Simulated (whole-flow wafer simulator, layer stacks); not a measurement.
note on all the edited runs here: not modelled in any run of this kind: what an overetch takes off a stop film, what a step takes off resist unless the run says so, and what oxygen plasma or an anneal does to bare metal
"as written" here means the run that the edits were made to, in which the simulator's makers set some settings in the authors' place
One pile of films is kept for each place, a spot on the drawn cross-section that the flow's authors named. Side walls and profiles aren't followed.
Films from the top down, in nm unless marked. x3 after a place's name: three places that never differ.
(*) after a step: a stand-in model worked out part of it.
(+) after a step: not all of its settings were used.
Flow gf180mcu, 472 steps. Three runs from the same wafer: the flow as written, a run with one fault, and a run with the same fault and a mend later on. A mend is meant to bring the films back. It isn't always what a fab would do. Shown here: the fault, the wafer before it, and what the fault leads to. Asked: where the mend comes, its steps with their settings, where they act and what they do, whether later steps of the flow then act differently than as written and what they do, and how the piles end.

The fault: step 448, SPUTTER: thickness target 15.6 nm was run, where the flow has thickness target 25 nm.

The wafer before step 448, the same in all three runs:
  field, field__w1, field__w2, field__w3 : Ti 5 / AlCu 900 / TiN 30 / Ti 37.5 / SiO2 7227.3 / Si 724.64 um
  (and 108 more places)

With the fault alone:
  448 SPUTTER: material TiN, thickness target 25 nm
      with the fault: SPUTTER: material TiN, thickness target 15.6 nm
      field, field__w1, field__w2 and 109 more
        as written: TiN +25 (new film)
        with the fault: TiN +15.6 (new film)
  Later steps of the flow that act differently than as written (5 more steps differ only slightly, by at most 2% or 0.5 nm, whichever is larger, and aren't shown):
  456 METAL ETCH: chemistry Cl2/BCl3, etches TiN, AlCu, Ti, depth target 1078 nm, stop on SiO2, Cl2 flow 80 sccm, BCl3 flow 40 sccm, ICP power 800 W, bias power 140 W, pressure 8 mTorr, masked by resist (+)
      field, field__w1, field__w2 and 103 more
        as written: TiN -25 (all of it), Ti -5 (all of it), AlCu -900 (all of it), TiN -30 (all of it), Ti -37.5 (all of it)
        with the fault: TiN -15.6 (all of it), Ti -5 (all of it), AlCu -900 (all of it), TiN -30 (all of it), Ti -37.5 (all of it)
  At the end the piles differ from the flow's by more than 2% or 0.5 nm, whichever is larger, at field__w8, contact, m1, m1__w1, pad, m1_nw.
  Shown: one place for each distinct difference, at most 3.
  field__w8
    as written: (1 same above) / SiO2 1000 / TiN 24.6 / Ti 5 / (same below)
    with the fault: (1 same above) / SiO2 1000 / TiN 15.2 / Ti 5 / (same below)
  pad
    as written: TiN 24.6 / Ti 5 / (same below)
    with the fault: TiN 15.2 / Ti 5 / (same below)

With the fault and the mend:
  The mend comes after step 455.
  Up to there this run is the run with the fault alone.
  455a STRIP: chemistry O2/N2, power 2160 W, pressure 1700 mTorr (*)
      field__w8, contact, m1, m1__w1, pad, m1_nw
        resist -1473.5 (all of it)
  455b SPUTTER: material TiN, thickness target 9.4 nm (the flow's step 448 once more, with other settings)
      field, field__w1, field__w2 and 109 more
        TiN +9.4
  455c HMDS: 120 C, 60 s (the flow's step 450 once more)
      changes no film at any place that is followed
  455d COAT: resist, thickness 1500 nm (the flow's step 451 once more)
      field, field__w1, field__w2 and 109 more
        resist +1500 (new film)
  455e SOFTBAKE: resist (the flow's step 452 once more)
      changes no film at any place that is followed
  455f EXPOSE: photomask MetalTop (the flow's step 453 once more)
      changes no film at any place that is followed
  455g PEB: resist, 70.3 s (the flow's step 454 once more)
      field, field__w1, field__w2 and 109 more
        resist -26.5
  455h DEVELOP: thickness 1500 nm, 60 s (the flow's step 455 once more)
      field, field__w1, field__w2 and 103 more
        resist -1473.5 (all of it)
  No later step of the flow acts differently than as written at any place that is followed.
  At the end the piles are the same as the flow's at every place that both follow.
